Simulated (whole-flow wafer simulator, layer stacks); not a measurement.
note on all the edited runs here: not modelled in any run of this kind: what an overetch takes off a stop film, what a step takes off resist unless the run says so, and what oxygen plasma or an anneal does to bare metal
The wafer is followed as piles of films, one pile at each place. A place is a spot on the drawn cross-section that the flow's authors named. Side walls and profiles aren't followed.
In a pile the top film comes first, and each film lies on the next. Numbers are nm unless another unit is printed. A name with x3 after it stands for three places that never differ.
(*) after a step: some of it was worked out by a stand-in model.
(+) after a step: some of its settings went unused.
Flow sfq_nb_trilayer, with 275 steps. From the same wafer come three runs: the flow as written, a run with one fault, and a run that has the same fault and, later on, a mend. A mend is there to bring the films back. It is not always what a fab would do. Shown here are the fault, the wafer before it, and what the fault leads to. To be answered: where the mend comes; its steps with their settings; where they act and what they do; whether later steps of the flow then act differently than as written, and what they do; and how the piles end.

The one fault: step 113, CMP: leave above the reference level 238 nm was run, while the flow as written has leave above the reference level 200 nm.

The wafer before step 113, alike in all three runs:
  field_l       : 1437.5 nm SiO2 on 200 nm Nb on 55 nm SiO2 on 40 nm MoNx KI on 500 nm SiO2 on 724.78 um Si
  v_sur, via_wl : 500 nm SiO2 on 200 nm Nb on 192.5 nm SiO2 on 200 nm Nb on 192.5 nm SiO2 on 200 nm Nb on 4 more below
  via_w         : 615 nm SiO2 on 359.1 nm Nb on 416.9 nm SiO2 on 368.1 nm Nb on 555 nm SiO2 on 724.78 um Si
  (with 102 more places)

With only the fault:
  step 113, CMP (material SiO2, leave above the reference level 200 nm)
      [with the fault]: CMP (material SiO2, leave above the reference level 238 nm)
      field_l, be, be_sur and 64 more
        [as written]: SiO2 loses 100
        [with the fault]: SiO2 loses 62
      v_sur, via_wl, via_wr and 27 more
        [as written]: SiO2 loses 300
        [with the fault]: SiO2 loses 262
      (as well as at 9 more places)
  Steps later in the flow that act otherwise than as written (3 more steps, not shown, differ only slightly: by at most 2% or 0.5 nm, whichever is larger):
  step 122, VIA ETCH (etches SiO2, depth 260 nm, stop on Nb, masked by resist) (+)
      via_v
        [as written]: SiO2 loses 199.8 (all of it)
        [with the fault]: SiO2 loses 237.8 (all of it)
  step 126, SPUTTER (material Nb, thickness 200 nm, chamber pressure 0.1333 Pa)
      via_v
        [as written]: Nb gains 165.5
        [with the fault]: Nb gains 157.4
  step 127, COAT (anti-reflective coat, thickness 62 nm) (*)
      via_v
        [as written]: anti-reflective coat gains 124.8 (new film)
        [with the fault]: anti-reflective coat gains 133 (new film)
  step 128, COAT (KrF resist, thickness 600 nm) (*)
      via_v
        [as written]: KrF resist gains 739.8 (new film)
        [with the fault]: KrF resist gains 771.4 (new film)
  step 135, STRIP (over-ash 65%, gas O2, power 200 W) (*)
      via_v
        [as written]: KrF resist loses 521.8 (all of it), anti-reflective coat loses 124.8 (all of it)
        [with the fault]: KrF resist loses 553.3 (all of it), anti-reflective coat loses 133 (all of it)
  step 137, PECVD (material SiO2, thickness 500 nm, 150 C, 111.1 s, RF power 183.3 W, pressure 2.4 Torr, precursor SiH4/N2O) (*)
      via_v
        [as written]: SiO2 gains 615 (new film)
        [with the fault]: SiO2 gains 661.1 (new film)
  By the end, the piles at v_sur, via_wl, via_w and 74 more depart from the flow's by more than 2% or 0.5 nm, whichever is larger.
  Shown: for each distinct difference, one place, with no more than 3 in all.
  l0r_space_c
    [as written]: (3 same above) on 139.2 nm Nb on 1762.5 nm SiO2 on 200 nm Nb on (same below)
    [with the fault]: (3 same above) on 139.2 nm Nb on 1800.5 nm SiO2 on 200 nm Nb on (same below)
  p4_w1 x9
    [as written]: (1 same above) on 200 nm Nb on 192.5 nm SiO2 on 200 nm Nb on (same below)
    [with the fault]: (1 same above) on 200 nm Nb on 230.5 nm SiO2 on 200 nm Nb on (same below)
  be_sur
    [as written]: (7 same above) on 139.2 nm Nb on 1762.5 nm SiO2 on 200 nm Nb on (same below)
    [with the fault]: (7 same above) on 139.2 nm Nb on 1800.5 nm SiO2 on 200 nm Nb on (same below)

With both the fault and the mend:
  After step 114 comes the mend.
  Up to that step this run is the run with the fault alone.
  step 114a, CMP (material SiO2, leave above the reference level 200 nm) (the flow's step 113 again)
      field_l, v_sur, via_wl and 103 more
        SiO2 loses 38
  None of the later steps of the flow acts differently than as written at any place that is followed.
  The piles end the same as the flow's at every place that both follow.
